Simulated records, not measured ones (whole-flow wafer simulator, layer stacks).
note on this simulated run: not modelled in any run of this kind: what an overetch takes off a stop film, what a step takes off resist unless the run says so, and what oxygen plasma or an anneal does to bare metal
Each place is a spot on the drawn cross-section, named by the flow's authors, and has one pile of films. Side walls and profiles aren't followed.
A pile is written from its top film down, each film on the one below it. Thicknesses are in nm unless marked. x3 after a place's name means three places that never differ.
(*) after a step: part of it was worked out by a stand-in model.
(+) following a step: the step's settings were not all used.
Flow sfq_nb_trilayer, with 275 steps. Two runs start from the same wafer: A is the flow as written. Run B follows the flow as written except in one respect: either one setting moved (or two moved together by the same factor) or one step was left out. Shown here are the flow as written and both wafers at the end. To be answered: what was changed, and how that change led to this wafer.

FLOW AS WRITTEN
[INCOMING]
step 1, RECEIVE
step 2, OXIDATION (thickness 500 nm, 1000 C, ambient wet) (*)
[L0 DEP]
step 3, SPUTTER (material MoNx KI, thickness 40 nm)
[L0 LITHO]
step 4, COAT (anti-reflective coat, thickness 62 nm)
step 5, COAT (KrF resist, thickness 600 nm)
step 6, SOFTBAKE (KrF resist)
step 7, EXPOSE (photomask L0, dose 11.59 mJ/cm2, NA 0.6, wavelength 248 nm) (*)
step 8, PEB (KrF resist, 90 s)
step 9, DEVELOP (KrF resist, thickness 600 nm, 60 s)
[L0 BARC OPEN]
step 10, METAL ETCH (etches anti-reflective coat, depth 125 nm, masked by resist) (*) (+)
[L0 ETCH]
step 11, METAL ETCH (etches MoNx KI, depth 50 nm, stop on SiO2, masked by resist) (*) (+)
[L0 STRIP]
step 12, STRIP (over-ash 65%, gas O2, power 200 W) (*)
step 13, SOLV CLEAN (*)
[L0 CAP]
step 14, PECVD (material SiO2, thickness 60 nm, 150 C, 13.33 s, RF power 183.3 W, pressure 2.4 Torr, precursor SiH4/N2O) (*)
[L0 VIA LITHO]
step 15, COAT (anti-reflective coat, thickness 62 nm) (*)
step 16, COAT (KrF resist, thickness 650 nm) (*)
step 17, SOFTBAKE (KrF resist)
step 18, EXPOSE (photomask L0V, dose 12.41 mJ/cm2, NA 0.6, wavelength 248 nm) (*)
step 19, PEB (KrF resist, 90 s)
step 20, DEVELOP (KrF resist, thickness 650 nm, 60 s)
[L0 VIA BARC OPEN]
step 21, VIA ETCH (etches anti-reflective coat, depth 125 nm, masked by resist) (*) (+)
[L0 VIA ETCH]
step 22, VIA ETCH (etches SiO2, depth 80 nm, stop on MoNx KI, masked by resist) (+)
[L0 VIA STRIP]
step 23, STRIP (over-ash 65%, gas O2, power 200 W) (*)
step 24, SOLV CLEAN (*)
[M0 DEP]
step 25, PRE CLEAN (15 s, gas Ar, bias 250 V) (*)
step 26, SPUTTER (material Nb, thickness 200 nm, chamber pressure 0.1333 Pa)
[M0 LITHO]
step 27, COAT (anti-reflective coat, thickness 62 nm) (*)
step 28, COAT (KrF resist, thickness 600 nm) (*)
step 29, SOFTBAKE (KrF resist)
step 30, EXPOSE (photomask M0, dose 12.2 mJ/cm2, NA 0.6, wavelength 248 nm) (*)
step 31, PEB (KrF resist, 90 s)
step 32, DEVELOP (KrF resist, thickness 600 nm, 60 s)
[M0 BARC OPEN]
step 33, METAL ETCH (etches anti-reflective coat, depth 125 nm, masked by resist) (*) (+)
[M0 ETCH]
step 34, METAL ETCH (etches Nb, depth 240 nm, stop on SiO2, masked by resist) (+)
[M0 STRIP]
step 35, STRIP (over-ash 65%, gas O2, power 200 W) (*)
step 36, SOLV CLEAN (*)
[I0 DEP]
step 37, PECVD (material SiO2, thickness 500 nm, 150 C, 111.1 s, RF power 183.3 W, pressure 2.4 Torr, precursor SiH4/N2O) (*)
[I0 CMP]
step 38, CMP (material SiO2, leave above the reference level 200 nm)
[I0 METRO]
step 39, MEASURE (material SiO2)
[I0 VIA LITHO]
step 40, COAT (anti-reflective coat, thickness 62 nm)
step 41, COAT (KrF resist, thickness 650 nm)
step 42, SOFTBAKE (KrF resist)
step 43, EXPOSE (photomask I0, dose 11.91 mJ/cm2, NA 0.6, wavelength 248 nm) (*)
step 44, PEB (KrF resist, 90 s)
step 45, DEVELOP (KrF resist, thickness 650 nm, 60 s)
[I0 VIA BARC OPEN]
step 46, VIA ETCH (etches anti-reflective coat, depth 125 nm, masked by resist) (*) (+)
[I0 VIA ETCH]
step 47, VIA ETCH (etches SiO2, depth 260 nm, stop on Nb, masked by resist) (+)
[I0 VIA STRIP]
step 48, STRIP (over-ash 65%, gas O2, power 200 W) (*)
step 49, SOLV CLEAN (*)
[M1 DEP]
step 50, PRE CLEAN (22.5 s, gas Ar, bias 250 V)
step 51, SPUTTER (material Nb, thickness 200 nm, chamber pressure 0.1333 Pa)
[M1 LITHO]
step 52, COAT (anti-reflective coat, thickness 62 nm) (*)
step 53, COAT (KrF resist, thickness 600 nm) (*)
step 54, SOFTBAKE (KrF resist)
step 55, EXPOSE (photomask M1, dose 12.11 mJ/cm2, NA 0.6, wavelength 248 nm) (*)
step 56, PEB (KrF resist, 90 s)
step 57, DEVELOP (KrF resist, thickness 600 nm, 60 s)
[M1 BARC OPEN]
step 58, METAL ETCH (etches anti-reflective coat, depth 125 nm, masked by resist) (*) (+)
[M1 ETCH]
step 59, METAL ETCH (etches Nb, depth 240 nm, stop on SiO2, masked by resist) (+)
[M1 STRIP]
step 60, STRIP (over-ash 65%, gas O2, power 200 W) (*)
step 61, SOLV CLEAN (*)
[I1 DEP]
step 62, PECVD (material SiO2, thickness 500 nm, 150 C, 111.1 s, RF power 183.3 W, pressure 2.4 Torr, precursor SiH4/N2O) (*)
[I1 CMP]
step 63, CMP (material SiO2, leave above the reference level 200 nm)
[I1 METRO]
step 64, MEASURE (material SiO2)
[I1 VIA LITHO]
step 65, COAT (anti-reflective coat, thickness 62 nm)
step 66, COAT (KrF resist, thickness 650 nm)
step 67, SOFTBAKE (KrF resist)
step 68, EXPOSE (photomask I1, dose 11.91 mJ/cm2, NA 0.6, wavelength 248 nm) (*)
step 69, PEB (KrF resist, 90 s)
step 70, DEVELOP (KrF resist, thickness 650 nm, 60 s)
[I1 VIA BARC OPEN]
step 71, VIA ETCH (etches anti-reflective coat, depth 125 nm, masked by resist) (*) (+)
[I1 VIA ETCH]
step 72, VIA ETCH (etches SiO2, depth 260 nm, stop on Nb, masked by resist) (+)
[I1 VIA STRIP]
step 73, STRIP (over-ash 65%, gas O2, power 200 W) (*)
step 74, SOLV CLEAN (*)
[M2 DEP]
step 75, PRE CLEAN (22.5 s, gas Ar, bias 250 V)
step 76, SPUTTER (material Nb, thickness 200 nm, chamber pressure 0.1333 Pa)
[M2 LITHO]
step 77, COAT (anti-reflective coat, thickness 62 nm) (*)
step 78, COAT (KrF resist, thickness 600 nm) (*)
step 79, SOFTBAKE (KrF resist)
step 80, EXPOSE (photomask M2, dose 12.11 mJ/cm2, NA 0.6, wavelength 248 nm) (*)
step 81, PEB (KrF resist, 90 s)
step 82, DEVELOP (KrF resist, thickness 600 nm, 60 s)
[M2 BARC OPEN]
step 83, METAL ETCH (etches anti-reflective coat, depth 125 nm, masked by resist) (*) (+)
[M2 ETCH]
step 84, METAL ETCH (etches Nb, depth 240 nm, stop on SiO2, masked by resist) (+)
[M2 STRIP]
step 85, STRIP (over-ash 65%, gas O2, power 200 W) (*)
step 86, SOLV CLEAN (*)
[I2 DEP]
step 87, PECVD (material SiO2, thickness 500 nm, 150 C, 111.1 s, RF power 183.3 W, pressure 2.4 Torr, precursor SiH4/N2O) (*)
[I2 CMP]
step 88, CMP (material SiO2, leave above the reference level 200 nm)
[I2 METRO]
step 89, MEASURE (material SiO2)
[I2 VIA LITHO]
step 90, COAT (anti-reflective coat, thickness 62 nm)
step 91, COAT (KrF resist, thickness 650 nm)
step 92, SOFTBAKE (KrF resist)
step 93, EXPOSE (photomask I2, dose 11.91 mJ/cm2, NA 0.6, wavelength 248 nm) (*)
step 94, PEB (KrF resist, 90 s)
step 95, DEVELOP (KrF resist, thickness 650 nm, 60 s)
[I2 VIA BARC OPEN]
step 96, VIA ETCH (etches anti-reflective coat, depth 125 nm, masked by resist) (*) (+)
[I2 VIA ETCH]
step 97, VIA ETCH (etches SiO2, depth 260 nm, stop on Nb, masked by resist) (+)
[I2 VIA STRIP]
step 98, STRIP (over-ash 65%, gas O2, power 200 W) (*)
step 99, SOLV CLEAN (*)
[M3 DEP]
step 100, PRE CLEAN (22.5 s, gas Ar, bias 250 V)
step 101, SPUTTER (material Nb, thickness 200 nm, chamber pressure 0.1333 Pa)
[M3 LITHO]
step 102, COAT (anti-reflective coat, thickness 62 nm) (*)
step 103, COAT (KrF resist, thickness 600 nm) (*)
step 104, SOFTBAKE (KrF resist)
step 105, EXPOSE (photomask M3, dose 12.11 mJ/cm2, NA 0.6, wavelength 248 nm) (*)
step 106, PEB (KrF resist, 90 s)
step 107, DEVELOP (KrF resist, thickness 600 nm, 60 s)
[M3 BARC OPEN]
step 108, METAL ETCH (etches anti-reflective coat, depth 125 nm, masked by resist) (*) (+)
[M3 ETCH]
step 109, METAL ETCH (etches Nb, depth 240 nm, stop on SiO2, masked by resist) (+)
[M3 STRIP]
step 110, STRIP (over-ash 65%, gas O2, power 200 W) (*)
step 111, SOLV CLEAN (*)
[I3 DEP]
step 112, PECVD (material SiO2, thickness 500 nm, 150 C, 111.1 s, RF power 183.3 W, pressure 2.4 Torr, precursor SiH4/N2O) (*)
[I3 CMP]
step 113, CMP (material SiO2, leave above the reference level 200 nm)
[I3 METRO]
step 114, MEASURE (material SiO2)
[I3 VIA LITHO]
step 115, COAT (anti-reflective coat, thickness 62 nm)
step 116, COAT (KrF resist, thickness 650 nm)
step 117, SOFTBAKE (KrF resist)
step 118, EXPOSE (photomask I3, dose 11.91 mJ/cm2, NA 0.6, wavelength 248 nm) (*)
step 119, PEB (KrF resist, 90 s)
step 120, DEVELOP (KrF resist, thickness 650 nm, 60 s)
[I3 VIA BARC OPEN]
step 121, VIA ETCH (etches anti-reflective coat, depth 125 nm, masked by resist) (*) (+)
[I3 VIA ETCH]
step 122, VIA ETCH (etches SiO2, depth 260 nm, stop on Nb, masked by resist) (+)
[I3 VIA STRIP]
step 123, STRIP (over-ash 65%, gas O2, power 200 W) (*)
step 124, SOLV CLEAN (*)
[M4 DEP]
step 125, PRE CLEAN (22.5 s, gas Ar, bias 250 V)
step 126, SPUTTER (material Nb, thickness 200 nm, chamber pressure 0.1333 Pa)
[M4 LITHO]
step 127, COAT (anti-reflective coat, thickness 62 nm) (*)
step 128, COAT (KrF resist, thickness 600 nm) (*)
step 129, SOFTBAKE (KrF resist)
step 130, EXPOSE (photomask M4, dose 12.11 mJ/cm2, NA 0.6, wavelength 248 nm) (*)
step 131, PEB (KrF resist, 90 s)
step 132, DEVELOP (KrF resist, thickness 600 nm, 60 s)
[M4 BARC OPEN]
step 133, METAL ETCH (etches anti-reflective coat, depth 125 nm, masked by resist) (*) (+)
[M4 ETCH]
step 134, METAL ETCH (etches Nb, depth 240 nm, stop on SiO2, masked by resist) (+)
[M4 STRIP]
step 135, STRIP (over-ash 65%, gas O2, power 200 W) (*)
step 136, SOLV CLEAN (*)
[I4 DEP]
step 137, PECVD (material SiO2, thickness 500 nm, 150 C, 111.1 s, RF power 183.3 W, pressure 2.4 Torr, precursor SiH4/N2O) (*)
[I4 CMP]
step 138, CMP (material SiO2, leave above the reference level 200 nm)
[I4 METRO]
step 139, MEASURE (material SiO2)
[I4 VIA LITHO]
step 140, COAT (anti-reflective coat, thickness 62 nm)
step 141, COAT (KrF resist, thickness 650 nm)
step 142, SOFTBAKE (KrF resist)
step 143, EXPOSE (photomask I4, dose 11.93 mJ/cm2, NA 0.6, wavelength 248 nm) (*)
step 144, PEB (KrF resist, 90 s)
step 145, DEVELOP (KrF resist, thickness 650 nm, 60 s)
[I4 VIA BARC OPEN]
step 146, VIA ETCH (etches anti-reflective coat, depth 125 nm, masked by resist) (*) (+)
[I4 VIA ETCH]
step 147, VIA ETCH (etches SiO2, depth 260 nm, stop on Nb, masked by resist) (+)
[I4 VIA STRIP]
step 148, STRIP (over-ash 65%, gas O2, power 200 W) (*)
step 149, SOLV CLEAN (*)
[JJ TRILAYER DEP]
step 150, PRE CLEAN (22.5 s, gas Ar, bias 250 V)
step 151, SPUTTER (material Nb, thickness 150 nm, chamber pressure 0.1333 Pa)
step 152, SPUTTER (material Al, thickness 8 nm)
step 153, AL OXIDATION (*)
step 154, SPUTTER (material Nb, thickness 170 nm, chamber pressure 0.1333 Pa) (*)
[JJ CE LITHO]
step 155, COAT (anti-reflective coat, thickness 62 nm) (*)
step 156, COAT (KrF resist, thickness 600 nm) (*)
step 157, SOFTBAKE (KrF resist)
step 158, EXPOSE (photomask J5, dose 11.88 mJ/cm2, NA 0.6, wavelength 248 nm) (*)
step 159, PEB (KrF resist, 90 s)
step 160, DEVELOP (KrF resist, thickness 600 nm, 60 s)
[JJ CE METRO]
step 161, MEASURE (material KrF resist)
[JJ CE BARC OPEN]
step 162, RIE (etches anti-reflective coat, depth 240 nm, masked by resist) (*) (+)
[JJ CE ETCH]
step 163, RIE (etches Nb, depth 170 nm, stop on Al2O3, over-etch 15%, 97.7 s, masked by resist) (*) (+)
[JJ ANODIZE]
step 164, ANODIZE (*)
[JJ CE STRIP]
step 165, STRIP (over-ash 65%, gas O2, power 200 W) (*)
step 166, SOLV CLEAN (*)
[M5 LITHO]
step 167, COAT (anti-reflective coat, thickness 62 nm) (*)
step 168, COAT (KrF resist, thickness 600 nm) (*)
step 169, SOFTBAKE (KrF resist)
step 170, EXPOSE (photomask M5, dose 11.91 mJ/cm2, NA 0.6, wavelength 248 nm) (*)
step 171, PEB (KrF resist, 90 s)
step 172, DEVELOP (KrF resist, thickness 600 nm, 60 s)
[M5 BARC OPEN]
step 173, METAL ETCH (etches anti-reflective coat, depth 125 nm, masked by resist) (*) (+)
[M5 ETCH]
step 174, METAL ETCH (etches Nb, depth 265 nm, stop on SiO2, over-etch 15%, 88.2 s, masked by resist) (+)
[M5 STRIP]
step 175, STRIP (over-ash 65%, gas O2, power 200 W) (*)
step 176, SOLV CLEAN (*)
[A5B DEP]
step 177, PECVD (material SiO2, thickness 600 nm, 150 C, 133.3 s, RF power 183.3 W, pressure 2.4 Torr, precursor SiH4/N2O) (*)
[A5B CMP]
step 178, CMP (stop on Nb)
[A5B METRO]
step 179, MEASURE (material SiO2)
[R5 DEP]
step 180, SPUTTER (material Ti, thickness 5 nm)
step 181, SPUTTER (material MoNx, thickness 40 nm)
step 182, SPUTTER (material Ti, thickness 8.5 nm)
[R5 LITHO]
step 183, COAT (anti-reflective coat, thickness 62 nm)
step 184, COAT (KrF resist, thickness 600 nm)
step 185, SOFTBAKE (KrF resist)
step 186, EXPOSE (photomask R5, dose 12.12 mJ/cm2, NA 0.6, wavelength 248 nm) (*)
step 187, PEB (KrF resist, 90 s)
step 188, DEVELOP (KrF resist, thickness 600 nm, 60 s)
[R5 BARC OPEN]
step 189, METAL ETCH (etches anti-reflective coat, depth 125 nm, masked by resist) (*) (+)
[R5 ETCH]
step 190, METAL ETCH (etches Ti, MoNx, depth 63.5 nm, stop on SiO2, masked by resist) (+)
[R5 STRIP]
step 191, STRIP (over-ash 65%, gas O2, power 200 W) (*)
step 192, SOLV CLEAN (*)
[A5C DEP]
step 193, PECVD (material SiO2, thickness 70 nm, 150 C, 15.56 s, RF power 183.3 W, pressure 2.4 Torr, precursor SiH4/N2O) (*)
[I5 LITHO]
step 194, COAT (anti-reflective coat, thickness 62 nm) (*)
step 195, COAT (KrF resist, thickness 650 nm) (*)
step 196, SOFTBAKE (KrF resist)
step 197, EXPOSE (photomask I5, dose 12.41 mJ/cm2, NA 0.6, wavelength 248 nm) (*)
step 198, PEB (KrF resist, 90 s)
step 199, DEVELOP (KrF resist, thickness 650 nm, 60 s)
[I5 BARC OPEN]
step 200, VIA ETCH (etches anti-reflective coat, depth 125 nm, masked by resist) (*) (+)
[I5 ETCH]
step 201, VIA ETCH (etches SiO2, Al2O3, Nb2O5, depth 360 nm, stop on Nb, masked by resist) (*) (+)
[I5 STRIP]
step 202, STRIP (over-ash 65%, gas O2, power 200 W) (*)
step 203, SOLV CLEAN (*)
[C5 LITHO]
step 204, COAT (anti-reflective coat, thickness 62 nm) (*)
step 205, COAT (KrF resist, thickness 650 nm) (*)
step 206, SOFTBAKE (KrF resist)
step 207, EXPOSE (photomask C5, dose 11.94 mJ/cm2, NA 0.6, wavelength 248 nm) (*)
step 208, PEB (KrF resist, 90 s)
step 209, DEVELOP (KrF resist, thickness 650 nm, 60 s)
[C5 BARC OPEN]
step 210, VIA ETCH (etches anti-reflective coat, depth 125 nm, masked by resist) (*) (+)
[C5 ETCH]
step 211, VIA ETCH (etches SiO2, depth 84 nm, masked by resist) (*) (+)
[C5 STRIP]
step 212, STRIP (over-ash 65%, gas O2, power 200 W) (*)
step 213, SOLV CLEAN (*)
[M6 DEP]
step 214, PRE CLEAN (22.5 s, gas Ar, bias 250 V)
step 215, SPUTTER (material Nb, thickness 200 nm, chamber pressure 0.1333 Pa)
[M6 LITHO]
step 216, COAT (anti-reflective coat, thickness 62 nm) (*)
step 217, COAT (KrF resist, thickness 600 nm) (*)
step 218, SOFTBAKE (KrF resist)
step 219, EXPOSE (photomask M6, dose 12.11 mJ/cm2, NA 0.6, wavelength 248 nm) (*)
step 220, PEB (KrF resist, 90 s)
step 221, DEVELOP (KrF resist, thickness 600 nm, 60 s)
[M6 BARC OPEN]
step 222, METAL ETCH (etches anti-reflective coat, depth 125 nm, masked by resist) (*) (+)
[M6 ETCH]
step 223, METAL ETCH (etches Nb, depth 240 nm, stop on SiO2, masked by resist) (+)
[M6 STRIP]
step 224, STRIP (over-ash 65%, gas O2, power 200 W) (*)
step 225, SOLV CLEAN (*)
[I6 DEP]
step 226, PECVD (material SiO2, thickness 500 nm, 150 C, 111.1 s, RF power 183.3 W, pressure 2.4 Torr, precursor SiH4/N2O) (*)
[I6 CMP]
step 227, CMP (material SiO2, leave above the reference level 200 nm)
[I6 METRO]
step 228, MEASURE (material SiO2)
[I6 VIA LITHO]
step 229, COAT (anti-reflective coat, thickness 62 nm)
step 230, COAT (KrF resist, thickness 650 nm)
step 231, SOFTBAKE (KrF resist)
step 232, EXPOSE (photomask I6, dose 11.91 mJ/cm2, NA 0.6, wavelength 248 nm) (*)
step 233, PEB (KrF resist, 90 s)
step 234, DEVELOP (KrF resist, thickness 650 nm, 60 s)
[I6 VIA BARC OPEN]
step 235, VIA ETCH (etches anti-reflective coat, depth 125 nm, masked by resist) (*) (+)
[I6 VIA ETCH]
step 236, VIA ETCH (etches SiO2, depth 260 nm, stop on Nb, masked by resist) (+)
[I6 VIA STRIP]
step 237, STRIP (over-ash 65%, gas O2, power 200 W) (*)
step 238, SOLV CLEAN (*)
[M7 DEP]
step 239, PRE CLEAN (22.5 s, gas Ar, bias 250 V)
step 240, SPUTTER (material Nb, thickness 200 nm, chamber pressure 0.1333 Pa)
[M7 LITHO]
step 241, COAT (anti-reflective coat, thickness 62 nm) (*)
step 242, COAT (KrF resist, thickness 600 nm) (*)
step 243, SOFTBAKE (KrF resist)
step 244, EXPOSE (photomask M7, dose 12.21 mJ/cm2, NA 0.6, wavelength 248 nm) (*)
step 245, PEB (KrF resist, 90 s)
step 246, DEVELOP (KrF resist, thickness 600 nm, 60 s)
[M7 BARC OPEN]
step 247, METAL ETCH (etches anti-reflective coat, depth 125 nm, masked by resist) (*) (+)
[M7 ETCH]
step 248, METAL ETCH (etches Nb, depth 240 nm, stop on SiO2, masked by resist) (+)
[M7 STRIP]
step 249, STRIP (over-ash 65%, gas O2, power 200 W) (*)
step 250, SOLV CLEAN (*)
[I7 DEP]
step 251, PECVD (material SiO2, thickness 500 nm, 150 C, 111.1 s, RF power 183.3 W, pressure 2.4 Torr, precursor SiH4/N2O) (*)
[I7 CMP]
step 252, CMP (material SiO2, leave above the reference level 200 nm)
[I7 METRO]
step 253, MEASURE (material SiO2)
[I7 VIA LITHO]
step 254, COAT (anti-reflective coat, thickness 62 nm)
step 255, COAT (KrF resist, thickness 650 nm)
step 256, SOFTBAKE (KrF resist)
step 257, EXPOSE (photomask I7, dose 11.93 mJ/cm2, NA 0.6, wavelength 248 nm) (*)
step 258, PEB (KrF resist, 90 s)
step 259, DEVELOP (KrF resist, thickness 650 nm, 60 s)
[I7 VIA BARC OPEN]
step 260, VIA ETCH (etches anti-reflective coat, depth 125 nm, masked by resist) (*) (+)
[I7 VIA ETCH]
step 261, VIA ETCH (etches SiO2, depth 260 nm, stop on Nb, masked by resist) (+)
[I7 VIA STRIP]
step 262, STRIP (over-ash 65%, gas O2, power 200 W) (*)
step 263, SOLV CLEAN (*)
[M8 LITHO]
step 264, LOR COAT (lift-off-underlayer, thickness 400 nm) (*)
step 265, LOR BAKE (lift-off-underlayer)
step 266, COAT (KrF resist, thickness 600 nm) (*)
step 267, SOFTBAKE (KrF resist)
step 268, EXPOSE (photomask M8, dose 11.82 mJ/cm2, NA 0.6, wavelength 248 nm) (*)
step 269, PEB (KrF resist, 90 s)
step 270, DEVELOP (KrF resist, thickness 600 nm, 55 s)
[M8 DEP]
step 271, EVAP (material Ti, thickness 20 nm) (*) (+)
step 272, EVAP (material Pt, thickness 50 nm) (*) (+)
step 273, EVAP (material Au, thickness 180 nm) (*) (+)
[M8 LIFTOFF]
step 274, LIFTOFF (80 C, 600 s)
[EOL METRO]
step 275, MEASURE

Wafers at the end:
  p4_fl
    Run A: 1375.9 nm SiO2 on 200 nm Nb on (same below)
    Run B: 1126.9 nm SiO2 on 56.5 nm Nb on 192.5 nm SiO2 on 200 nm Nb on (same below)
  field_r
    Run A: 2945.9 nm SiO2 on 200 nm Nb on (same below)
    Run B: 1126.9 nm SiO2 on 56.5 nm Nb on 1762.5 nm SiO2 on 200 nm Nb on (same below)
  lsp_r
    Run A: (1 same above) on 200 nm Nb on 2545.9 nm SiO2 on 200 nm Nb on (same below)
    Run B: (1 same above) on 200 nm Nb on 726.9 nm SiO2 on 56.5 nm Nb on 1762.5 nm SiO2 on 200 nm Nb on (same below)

The reason: step 174, METAL ETCH: depth 109 nm was run, though the flow has depth 265 nm; step 174, METAL ETCH: 36.2 s was run, where the flow has 88.2 s.

Step by step, how the change led to this:
  step 174, METAL ETCH (etches Nb, depth 265 nm, stop on SiO2, over-etch 15%, 88.2 s, masked by resist) (+)
      field_l, r_sur, res and 50 more: A -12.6 Al2O3 (all of it), -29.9 Nb2O5 (all of it), -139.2 Nb (all of it), -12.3 SiO2 | B -12.6 Al2O3 (all of it), -29.9 Nb2O5 (all of it), -82.8 Nb
      v_sur, via_wl, via_w and 50 more: A -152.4 KrF resist | B -62.7 KrF resist
  step 175, STRIP (over-ash 65%, gas O2, power 200 W) (*)
      l0r_line_l, l0r_line_c, l0r_space_c and 27 more: A -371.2 KrF resist (all of it), -62 anti-reflective coat (all of it) | B -460.9 KrF resist (all of it), -62 anti-reflective coat (all of it)
      wl_j_sl, wl_j_sr: A -378 KrF resist (all of it), -83.3 anti-reflective coat (all of it) | B -467.7 KrF resist (all of it), -83.3 anti-reflective coat (all of it)
      (as well as at 21 more places)
  step 177, PECVD (material SiO2, thickness 600 nm, 150 C, 133.3 s, RF power 183.3 W, pressure 2.4 Torr, precursor SiH4/N2O) (*)
      field_l, p4_fl, p4_fm and 39 more: A +600 SiO2 | B +600 SiO2 (new film)
      r_sur, res, r_end, moat, field_r, lsp_l: A +592.9 SiO2 | B +600 SiO2 (new film)
      (as well as at 5 more places)
  step 178, CMP (stop on Nb)
      field_l, p4_fl, p4_fm and 39 more: A -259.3 SiO2 | B -328.1 SiO2
      r_sur, res, r_end, moat, field_r, lsp_l: A -252.3 SiO2 | B -328.1 SiO2
      (as well as at 5 more places)
With metal films that touch counted as one body, p4_fl has 3 bodies (between them, from the top down: SiO2 192.5; SiO2 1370); the flow as written gives 2 bodies (between them, from the top down: SiO2 1370).
With metal films that touch counted as one body, field_r has 2 bodies (between them, from the top down: SiO2 1762.5); the flow as written gives 1 body.
With metal films that touch counted as one body, lsp_r has 3 bodies (between them, from the top down: SiO2 726.9; SiO2 1762.5); the flow as written gives 2 bodies (between them, from the top down: SiO2 2545.9).
